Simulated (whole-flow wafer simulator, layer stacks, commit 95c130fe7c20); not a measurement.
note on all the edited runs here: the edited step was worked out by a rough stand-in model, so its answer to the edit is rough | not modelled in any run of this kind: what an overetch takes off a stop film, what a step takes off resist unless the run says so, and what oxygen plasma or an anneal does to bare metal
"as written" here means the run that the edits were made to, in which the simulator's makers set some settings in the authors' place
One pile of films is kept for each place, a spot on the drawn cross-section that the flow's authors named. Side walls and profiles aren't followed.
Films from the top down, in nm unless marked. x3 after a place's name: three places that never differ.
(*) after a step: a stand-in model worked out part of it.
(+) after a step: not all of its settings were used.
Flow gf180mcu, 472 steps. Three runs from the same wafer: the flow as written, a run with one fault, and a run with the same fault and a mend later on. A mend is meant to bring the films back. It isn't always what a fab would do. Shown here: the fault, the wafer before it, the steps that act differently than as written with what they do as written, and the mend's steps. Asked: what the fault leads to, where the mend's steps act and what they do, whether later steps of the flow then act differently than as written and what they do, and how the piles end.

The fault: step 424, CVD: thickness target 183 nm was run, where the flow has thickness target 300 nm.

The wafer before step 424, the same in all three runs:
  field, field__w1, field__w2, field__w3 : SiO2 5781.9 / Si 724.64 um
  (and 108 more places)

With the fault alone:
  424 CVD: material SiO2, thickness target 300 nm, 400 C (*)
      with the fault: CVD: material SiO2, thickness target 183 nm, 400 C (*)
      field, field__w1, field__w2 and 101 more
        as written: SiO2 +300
        with the fault: SiO2 +183
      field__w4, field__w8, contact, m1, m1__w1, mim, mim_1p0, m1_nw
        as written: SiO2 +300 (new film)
        with the fault: SiO2 +183 (new film)
  Later steps of the flow that act differently than as written (1 more step differs only slightly, by at most 2% or 0.5 nm, whichever is larger, and isn't shown):
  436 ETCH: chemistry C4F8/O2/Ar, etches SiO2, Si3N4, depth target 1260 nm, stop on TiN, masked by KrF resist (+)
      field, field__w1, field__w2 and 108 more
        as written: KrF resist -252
        with the fault: KrF resist -226.3
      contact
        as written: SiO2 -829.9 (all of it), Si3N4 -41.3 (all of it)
        with the fault: SiO2 -712.9 (all of it), Si3N4 -41.3 (all of it)
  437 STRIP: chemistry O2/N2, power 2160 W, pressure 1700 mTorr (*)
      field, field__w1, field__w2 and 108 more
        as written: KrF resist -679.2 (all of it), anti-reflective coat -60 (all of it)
        with the fault: KrF resist -704.9 (all of it), anti-reflective coat -60 (all of it)
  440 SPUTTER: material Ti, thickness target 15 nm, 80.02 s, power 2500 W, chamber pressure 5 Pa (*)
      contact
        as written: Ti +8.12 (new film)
        with the fault: Ti +8.69 (new film)
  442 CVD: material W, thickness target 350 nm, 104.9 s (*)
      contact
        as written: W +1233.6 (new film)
        with the fault: W +1115.6 (new film)
  At the end the piles differ from the flow's by more than 2% or 0.5 nm, whichever is larger, at field__w4, field__w8, contact, m1, m1__w1, mim, mim_1p0, m1_nw.
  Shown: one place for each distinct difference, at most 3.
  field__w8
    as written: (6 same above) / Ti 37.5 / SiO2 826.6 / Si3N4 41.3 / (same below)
    with the fault: (6 same above) / Ti 37.5 / SiO2 709.6 / Si3N4 41.3 / (same below)
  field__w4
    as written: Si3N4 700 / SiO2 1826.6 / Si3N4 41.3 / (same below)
    with the fault: Si3N4 700 / SiO2 1709.6 / Si3N4 41.3 / (same below)
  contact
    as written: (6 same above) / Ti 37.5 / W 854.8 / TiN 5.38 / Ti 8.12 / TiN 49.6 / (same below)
    with the fault: (6 same above) / Ti 37.5 / W 736.9 / TiN 5.76 / Ti 8.69 / TiN 49.6 / (same below)

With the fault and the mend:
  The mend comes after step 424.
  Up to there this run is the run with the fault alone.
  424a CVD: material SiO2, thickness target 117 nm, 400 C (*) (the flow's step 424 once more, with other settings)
      field, field__w1, field__w2 and 109 more
        SiO2 +117
  No later step of the flow acts differently than as written at any place that is followed.
  At the end the piles are the same as the flow's at every place that both follow.
